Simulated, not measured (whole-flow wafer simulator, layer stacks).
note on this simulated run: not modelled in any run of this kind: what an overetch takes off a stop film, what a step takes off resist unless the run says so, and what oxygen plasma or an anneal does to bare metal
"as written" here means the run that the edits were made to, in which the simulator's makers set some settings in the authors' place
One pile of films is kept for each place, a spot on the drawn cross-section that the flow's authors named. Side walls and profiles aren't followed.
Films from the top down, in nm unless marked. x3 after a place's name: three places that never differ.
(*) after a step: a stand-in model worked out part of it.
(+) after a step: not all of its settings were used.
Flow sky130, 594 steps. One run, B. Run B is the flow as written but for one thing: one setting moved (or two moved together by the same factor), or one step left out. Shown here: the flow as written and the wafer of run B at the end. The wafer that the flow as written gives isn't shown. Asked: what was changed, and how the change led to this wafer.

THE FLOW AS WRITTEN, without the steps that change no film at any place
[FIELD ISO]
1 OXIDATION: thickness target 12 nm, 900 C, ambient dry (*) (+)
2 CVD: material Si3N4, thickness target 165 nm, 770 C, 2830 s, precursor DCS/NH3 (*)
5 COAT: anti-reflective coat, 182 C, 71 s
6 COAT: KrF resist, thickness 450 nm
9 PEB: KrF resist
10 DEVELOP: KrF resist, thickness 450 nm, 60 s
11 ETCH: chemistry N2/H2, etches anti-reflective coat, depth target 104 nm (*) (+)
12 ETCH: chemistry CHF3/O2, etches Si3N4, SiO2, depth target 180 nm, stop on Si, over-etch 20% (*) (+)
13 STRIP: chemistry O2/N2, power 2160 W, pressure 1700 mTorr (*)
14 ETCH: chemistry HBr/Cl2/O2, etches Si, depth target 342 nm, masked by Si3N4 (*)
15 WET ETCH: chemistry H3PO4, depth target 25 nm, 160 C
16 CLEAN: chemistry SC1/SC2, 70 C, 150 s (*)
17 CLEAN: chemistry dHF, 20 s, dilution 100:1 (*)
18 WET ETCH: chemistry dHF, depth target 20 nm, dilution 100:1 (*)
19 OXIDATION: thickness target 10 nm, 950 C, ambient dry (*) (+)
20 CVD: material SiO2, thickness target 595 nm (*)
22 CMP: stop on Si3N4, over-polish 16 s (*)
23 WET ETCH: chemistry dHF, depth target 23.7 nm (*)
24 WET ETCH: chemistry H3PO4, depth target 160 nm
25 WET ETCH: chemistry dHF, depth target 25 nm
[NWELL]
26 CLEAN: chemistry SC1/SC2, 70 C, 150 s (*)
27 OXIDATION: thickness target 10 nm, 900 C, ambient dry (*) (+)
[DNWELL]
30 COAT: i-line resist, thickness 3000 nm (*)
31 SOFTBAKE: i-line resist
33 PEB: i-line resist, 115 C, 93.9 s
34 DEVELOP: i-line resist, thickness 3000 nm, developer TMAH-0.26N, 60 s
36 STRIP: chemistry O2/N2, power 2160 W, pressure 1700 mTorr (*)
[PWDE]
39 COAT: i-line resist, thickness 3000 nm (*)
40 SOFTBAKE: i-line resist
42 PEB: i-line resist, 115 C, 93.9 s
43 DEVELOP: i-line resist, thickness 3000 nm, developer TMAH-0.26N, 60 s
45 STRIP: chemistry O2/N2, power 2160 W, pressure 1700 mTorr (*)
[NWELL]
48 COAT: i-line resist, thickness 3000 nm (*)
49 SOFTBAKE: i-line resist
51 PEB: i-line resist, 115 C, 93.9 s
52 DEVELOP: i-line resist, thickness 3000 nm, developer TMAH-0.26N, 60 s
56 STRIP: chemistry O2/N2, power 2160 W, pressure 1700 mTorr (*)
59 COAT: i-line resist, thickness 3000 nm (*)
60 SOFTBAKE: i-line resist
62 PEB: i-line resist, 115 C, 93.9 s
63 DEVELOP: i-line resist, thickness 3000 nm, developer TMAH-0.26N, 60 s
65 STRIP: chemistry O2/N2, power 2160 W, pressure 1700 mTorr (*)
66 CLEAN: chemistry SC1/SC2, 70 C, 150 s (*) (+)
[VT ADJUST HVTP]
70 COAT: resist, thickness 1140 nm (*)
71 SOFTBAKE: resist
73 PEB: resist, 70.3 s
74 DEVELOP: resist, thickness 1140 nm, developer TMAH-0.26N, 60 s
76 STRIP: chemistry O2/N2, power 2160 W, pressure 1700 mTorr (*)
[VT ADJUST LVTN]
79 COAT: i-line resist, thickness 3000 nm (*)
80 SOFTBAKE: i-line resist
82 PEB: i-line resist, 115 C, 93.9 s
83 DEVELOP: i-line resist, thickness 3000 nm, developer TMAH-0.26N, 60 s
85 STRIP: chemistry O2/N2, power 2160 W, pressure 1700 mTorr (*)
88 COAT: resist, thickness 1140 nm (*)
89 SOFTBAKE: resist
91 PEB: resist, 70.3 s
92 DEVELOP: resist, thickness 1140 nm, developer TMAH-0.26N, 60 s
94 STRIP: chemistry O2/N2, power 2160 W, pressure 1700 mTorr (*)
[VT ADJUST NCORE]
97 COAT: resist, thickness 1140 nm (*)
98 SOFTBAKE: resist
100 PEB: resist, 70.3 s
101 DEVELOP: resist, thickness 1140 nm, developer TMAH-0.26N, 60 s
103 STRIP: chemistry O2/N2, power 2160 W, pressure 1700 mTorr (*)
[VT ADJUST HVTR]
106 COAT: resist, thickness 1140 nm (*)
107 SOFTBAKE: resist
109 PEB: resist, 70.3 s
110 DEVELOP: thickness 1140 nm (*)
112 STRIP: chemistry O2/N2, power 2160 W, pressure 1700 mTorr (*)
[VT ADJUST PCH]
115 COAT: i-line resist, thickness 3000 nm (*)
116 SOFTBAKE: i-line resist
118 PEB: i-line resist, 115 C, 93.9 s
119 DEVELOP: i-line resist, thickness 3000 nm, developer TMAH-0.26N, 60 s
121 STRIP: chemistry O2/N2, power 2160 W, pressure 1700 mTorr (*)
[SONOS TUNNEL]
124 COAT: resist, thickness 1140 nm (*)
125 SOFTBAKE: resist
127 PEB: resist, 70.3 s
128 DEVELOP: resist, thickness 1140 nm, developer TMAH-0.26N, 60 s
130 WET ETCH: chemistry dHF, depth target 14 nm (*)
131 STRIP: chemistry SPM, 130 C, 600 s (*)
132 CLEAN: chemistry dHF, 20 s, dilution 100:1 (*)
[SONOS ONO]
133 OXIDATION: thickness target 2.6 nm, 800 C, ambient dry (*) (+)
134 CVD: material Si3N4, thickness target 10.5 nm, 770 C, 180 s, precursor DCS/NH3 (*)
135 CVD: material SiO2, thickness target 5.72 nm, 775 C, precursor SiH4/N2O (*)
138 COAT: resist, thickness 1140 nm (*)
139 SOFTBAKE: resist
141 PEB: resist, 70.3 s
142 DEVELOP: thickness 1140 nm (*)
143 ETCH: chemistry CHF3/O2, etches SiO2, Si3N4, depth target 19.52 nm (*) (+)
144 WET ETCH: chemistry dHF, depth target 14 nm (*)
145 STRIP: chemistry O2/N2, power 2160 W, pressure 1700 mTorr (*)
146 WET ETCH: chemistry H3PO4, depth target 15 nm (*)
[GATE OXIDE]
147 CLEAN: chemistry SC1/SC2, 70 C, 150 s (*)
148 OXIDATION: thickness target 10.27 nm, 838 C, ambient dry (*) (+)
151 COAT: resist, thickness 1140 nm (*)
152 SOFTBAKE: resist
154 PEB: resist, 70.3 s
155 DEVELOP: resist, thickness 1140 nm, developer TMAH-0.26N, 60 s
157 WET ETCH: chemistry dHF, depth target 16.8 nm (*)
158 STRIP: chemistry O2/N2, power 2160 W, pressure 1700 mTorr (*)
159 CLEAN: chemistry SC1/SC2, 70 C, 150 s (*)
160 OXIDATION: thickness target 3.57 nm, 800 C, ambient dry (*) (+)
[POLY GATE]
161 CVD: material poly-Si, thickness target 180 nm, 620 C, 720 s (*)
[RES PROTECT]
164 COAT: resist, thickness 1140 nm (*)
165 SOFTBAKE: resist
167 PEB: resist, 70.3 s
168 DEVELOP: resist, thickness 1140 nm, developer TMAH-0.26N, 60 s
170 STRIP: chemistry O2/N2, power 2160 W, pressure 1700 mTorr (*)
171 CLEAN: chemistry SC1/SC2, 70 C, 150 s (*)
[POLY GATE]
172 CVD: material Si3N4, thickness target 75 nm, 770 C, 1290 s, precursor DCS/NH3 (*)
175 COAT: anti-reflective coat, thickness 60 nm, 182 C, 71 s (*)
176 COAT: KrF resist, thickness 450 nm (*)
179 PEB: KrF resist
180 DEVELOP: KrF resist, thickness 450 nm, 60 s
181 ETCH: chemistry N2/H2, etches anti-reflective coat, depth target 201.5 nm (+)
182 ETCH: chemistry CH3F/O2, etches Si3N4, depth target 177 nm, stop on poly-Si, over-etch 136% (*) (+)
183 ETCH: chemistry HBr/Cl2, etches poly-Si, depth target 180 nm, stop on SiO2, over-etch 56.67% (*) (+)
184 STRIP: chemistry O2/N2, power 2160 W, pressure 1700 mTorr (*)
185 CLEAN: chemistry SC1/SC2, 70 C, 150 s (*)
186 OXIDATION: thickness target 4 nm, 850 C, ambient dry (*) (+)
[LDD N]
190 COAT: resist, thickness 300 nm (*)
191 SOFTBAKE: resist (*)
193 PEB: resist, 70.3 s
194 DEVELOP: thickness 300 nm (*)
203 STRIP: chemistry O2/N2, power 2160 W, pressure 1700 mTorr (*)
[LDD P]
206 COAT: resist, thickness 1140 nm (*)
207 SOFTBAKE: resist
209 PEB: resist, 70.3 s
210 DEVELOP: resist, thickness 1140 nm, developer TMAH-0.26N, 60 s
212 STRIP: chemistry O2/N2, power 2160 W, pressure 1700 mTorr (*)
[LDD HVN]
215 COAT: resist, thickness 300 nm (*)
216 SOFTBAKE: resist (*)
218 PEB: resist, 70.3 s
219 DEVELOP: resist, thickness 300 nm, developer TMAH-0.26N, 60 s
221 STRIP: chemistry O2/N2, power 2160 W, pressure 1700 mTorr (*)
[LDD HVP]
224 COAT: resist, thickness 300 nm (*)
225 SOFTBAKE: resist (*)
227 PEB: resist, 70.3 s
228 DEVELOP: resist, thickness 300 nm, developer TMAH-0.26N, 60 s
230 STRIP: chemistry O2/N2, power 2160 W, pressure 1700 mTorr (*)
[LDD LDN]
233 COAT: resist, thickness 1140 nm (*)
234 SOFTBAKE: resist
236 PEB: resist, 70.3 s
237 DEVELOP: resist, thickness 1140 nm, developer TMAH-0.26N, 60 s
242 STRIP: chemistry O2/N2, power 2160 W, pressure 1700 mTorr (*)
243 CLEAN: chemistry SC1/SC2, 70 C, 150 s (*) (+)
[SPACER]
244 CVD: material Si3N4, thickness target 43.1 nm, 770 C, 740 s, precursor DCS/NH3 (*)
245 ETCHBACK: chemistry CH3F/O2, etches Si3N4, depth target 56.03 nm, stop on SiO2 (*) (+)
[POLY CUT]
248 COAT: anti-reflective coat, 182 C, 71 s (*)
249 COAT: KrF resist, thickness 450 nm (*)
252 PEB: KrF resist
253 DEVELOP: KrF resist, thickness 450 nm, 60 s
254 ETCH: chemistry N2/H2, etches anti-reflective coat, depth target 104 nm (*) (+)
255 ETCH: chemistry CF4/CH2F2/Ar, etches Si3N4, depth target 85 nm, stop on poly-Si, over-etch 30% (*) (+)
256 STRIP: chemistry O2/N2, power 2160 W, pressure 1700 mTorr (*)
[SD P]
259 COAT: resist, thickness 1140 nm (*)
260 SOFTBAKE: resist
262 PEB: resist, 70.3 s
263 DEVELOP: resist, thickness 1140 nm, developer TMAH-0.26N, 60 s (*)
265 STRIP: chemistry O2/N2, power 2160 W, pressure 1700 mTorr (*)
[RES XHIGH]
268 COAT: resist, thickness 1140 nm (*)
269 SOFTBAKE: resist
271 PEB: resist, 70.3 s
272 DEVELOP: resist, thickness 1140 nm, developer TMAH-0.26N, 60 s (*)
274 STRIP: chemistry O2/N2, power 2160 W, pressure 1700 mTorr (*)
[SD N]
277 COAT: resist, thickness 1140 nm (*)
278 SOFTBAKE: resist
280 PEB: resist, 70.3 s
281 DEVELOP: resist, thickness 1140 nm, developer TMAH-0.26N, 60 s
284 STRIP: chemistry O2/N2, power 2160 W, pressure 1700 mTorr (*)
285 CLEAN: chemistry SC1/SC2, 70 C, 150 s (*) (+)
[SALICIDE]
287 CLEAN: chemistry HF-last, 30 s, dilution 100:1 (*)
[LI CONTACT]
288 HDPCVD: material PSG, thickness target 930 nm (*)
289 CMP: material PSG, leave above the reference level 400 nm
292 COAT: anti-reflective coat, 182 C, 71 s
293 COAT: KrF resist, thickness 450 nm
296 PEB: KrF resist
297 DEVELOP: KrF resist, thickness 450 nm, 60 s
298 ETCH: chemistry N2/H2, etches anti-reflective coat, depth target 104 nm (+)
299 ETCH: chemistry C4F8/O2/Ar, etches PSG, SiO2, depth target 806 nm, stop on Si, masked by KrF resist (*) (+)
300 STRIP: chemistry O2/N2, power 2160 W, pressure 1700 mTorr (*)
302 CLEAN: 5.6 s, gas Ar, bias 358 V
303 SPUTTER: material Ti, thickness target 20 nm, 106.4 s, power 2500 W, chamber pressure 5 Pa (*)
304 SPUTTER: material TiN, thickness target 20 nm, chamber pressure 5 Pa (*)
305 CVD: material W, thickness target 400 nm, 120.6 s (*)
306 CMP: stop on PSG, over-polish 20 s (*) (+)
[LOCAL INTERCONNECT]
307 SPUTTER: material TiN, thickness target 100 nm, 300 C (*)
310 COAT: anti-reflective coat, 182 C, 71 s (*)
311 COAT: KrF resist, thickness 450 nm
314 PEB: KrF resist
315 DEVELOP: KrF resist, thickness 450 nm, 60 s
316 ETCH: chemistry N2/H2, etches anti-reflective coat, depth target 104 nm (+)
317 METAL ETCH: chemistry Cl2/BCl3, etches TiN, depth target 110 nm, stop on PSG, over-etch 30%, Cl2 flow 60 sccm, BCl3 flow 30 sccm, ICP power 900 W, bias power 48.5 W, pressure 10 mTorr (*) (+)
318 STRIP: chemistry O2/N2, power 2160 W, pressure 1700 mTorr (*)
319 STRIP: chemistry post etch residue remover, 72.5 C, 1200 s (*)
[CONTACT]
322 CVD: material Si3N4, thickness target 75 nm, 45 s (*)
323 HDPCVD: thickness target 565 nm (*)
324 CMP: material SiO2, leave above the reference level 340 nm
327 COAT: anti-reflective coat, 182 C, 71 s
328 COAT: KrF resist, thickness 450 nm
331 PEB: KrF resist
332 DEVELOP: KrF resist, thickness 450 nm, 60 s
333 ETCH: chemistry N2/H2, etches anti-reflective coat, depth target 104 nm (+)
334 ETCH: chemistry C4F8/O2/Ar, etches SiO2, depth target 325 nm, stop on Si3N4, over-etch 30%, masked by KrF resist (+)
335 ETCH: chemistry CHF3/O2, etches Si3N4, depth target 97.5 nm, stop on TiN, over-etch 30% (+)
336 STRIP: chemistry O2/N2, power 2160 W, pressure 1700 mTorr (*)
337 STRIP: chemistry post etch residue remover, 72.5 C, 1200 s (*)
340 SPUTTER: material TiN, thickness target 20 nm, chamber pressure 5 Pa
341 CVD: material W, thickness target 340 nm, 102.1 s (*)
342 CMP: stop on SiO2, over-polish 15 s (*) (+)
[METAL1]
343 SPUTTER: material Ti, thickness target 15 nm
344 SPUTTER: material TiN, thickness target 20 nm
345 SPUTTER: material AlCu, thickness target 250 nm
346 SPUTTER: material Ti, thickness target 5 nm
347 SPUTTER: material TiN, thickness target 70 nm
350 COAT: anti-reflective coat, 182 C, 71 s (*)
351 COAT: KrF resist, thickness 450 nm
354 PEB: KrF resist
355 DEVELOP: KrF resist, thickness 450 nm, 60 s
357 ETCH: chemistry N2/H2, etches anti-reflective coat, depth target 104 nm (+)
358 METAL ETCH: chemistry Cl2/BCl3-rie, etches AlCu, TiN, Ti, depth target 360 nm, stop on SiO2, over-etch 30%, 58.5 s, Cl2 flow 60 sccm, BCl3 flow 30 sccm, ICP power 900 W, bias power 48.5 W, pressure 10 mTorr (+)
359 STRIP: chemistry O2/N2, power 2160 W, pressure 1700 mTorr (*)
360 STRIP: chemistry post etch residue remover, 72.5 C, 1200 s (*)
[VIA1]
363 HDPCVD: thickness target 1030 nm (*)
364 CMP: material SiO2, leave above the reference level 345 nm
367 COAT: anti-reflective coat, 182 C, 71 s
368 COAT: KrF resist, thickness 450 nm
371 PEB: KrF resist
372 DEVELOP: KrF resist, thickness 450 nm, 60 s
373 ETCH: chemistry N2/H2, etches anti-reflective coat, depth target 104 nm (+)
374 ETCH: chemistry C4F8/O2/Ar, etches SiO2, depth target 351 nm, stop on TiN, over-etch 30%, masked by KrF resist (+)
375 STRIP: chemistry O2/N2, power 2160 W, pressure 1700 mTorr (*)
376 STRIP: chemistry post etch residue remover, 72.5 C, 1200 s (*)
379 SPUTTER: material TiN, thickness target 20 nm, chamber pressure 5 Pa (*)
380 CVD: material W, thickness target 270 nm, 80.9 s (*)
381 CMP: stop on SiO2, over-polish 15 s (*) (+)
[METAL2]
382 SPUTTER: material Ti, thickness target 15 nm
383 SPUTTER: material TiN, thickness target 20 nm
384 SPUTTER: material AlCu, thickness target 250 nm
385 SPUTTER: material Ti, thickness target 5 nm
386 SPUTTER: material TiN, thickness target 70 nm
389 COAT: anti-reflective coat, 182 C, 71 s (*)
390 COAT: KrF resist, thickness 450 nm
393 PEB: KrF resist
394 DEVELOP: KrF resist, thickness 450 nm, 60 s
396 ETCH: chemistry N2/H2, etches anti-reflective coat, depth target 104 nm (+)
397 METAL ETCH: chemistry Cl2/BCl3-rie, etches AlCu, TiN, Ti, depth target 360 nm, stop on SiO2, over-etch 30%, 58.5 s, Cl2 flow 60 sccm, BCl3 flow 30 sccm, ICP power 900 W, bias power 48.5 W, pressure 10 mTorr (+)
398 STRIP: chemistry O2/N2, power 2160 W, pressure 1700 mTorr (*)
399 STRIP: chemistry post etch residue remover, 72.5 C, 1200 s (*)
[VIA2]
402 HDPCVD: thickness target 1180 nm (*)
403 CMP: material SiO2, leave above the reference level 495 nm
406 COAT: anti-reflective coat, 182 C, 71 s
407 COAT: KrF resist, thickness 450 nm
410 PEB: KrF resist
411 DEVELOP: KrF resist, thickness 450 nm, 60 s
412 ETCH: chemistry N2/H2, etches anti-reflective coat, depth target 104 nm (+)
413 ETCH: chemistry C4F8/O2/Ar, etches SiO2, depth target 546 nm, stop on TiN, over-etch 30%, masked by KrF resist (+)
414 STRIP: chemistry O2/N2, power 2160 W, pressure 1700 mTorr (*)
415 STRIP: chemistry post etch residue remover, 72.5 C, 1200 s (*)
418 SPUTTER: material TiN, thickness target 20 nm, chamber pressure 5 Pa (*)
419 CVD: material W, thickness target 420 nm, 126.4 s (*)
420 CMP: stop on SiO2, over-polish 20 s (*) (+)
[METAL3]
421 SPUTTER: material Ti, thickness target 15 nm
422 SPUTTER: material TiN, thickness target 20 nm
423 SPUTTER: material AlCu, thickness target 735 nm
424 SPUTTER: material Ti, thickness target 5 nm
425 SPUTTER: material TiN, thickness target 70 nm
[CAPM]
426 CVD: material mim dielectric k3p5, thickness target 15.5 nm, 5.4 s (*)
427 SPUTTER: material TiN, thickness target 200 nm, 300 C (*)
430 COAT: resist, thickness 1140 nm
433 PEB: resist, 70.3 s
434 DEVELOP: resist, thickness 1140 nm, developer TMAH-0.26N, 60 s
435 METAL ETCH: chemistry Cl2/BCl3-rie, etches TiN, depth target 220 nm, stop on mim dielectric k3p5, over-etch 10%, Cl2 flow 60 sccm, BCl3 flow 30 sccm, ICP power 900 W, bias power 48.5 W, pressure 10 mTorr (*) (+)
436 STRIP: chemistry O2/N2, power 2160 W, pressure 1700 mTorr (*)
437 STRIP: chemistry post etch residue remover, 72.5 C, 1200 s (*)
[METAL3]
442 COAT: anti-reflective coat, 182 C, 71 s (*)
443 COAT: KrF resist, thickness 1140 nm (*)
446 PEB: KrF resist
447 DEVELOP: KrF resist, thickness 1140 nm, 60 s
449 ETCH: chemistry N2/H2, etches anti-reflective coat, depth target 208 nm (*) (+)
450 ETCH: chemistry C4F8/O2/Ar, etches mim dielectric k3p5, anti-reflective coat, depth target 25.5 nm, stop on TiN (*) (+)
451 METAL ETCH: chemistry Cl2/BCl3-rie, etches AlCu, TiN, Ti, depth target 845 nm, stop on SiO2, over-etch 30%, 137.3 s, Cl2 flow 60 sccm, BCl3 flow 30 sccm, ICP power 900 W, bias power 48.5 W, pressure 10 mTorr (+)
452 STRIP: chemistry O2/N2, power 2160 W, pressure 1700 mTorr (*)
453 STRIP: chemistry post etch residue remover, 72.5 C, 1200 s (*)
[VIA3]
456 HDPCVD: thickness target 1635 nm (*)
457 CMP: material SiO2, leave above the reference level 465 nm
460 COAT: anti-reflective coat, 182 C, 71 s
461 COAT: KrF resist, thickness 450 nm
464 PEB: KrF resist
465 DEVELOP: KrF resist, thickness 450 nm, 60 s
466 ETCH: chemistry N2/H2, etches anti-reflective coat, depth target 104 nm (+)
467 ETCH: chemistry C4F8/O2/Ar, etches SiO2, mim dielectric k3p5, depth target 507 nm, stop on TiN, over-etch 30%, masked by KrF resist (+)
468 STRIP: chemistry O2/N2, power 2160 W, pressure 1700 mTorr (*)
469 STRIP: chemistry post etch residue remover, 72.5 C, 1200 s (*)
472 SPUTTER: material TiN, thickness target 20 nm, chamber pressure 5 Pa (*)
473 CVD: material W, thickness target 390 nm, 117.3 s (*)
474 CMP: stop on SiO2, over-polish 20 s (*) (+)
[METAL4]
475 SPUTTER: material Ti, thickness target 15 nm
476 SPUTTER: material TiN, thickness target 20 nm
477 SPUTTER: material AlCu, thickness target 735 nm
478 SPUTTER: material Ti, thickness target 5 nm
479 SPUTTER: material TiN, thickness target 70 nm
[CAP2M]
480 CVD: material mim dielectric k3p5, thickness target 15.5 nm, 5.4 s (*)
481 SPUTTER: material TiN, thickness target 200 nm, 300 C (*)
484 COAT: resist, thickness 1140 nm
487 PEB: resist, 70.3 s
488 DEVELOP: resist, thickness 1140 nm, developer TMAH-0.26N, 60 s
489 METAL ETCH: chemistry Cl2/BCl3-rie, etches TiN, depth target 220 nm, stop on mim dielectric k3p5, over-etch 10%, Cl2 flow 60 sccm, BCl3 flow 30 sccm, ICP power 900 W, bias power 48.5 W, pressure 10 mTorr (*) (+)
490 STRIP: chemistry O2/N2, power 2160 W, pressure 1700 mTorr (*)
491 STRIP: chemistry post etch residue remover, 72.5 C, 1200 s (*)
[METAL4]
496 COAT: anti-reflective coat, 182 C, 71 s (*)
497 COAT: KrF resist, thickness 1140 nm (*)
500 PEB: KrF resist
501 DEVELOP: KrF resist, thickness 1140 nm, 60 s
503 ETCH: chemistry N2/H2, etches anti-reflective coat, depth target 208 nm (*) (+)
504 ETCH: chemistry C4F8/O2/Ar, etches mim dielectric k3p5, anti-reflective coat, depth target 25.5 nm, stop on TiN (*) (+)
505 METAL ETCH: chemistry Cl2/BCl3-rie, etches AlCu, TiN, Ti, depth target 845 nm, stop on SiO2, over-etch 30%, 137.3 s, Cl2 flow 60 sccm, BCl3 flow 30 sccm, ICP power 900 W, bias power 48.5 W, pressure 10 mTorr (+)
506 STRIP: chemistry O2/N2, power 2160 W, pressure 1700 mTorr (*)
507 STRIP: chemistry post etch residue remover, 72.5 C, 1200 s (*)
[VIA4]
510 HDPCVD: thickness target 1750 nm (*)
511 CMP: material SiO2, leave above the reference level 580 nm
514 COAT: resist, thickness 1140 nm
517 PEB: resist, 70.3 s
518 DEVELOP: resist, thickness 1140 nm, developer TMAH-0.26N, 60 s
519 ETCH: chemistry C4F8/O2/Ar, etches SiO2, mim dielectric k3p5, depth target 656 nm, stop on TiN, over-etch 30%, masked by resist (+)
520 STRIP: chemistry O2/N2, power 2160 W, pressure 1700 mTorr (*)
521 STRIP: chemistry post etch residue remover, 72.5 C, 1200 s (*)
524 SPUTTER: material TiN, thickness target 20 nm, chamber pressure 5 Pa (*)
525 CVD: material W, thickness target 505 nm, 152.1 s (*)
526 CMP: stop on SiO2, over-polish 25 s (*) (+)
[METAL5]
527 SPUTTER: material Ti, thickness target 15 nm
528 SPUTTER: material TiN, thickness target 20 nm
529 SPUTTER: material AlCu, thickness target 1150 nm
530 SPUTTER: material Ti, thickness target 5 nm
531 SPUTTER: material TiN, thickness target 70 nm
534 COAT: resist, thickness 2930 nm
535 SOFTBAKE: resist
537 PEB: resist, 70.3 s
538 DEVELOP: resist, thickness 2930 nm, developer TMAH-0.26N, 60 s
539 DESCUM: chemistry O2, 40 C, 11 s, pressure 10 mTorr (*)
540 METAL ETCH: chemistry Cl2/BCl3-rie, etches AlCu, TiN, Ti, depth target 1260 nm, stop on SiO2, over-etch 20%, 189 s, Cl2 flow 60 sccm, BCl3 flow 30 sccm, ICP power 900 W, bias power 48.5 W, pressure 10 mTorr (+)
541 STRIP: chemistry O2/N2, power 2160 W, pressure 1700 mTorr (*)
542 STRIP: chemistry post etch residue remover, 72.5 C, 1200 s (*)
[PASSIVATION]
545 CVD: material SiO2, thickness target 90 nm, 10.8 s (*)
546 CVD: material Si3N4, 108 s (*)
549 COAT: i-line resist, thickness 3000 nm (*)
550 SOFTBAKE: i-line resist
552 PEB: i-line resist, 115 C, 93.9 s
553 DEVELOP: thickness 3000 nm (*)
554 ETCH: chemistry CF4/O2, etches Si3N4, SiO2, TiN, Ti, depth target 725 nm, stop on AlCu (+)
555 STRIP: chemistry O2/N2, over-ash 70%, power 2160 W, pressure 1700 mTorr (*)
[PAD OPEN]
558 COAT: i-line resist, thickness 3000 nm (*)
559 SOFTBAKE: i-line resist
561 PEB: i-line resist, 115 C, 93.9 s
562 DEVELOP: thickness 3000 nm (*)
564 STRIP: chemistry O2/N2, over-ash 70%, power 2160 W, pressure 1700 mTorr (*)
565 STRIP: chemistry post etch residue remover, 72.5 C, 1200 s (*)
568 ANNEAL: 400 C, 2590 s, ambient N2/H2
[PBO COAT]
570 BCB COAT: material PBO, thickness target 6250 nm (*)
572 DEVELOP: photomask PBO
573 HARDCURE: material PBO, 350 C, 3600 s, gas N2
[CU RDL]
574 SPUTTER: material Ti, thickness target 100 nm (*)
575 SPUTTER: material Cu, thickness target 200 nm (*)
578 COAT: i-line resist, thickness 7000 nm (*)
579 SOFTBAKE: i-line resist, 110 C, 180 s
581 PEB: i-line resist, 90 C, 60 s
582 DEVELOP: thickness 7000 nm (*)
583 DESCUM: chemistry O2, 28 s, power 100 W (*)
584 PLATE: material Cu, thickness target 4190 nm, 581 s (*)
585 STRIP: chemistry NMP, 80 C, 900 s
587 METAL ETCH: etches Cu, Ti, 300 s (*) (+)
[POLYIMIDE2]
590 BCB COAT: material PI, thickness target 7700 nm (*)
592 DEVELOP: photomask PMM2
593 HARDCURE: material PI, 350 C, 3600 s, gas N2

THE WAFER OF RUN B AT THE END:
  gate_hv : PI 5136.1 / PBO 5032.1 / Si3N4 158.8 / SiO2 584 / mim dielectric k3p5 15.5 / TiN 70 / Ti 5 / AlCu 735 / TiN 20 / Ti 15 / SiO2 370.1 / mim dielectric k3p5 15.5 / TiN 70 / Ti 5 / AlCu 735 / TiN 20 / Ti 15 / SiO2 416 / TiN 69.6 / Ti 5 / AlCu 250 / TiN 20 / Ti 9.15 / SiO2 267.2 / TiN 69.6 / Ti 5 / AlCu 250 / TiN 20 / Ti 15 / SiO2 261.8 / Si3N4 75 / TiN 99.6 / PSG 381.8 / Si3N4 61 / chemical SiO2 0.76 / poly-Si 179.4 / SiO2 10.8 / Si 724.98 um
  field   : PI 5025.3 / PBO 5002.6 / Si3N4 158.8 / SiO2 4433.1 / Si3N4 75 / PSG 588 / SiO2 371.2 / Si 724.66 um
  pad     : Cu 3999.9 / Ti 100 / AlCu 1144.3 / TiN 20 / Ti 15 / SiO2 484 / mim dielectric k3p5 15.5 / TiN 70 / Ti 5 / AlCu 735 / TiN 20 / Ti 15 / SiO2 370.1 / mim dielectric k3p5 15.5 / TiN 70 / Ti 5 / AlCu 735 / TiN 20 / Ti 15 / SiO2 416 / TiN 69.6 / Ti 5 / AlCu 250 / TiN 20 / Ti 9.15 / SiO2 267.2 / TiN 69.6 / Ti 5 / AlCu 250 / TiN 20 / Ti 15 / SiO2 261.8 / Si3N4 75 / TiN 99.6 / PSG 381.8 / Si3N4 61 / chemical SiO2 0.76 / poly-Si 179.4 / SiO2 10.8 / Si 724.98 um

The cause: step 382, SPUTTER: thickness target 9.15 nm was run, where the flow has thickness target 15 nm.
It can be read off the wafer: gate_hv has Ti 9.15, and step 382 as written asks for 15 nm.

How the change led to this, step by step:
  382 SPUTTER: material Ti, thickness target 15 nm
      field, active, n_well and 188 more: Ti +9.15 (new film) (as written it would be: Ti +15 (new film))
  397 METAL ETCH: chemistry Cl2/BCl3-rie, etches AlCu, TiN, Ti, depth target 360 nm, stop on SiO2, over-etch 30%, 58.5 s, Cl2 flow 60 sccm, BCl3 flow 30 sccm, ICP power 900 W, bias power 48.5 W, pressure 10 mTorr (+)
      field, active, gate and 82 more: TiN -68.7 (all of it), Ti -5 (all of it), AlCu -250 (all of it), TiN -20 (all of it), Ti -9.15 (all of it), SiO2 -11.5 (as written it would be: TiN -68.7 (all of it), Ti -5 (all of it), AlCu -250 (all of it), TiN -20 (all of it), Ti -15 (all of it), SiO2 -10.9)
